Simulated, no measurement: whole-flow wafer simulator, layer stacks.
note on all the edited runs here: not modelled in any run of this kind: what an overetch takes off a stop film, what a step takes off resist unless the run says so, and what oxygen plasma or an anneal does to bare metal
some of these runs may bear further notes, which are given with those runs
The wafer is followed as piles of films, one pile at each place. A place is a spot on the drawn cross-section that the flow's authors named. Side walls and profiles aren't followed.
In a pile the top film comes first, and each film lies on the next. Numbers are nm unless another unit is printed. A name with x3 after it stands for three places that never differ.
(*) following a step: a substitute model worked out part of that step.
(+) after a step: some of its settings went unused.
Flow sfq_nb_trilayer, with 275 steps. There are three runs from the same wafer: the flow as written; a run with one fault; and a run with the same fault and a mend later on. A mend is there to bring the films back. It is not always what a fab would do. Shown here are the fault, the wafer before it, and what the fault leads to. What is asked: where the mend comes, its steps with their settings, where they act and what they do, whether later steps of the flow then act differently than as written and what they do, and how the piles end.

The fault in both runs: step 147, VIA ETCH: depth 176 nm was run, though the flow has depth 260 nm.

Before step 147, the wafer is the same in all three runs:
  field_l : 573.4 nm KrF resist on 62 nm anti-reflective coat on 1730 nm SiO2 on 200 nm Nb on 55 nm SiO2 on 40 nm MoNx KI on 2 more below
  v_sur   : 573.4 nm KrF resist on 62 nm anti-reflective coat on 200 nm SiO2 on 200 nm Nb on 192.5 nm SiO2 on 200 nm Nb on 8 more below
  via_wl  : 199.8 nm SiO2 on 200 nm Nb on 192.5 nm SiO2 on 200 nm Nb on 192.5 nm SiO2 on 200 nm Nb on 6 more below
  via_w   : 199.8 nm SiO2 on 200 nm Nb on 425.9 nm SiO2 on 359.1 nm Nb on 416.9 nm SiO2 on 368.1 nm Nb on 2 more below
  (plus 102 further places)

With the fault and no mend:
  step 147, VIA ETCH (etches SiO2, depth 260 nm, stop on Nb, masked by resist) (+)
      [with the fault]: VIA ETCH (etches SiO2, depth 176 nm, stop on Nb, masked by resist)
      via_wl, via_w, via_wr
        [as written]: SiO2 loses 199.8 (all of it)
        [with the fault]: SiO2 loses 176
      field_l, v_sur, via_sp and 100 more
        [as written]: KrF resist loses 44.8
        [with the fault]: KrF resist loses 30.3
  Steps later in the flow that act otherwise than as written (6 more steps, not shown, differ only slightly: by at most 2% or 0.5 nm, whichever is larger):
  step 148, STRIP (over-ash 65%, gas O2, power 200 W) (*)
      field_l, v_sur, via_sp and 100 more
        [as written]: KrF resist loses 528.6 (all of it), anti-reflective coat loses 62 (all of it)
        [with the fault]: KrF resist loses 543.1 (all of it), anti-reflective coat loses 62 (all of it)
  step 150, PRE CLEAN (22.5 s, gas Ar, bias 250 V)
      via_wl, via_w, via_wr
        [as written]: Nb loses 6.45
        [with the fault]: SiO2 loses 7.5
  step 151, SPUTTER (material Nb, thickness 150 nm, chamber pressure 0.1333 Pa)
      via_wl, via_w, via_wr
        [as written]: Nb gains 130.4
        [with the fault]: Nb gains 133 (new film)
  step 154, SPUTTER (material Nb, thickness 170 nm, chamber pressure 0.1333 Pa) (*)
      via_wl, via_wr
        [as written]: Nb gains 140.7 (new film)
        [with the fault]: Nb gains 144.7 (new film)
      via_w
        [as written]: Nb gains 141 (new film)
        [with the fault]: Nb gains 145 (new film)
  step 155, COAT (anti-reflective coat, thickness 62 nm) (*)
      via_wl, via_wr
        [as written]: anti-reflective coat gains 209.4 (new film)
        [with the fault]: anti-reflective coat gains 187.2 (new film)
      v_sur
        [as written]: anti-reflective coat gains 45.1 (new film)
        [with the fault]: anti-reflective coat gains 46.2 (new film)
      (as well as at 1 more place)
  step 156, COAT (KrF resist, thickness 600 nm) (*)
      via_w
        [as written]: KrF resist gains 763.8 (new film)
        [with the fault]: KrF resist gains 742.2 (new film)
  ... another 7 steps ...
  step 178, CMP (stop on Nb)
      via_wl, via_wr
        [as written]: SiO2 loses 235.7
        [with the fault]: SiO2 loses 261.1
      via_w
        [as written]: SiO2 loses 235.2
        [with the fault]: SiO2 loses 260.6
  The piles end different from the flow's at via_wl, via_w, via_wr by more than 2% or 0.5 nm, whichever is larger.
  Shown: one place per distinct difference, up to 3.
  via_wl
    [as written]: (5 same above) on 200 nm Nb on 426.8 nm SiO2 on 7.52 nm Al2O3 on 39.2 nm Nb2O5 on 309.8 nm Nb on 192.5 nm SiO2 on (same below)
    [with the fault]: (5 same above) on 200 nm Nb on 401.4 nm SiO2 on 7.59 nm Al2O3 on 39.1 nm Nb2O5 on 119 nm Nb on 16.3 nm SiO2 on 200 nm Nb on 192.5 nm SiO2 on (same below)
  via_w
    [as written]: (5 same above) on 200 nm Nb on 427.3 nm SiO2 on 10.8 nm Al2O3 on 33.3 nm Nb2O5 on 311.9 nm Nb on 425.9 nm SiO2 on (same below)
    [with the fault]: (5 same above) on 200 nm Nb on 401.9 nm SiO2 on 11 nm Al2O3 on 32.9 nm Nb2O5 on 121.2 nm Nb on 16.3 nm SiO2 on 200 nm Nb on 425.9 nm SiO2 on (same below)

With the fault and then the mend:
  The mend follows step 148.
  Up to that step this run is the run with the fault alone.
  step 148a, COAT (anti-reflective coat, thickness 62 nm) (*) (the flow's step 140, run once more)
      p4_fl x3, p4_w1 x9, p4_g1 x2 and 63 more
        anti-reflective coat gains 62 (new film)
      r_sur, res, r_end and 9 more
        anti-reflective coat gains 61.7 (new film)
      ce_l, c5j, ce_r, sp_r, be_r
        anti-reflective coat gains 61.6 (new film)
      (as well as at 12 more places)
  step 148b, COAT (KrF resist, thickness 650 nm) (*) (the flow's step 141, run once more)
      p4_fl x3, p4_w1 x9, p4_g1 x2 and 63 more
        KrF resist gains 650 (new film)
      field_r, lsp_l, ln_m5, lsp_m, ln_m6, lsp_r, l0_sur
        KrF resist gains 649.4 (new film)
      res, r_end, moat, l0v
        KrF resist gains 649.3 (new film)
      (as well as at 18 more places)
  step 148c, SOFTBAKE (KrF resist) (the flow's step 142, run once more)
      alters no film at any place that is followed
  step 148d, EXPOSE (photomask I4, dose 11.93 mJ/cm2, NA 0.6, wavelength 248 nm) (*) (the flow's step 143, run once more)
      alters no film at any place that is followed
  step 148e, PEB (KrF resist, 90 s) (the flow's step 144, run once more)
      ce_r, sp_r, be_r and 89 more
        KrF resist loses 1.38
      v_sur, wire, be, be_sur, gap, jj_sur, ce_l, c5j
        KrF resist loses 1.37
      via_sp, via_v
        KrF resist loses 1.36
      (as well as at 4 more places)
  step 148f, DEVELOP (KrF resist, thickness 650 nm, 60 s) (the flow's step 145, run once more)
      field_l, v_sur, via_sp and 100 more
        KrF resist loses 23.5
      via_wl
        KrF resist loses 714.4 (all of it)
      via_w
        KrF resist loses 768 (all of it)
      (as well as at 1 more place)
  step 148g, VIA ETCH (etches anti-reflective coat, depth 125 nm, masked by resist) (+) (the flow's step 146, run once more)
      field_l, v_sur, via_sp and 100 more
        KrF resist loses 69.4
      via_wl, via_wr
        anti-reflective coat loses 125
      via_w
        anti-reflective coat loses 82.6 (all of it), SiO2 loses 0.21
  step 148h, VIA ETCH (etches SiO2, depth 84 nm, stop on Nb, masked by resist) (*) (+) (the flow's step 147, run once more with other settings)
      field_l, v_sur, via_sp and 100 more
        KrF resist loses 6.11
      via_wl
        anti-reflective coat loses 16.9 (all of it), SiO2 loses 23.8 (all of it)
      via_w
        SiO2 loses 23.6 (all of it)
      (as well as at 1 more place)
  step 148i, STRIP (over-ash 65%, gas O2, power 200 W) (*) (the flow's step 148, run once more)
      p4_fl x3, p4_w1 x9, p4_g1 x2 and 63 more
        KrF resist loses 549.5 (all of it), anti-reflective coat loses 62 (all of it)
      r_end, moat, field_r, lsp_l, l0_sur
        KrF resist loses 548.9 (all of it), anti-reflective coat loses 61.7 (all of it)
      ln_m5, lsp_m, ln_m6, lsp_r
        KrF resist loses 549 (all of it), anti-reflective coat loses 61.7 (all of it)
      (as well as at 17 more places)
  Every later step of the flow that is run acts as written, at every place that is followed, to within 2% or 0.5 nm, whichever is larger.
  The piles end the same as the flow's at every place that both follow.
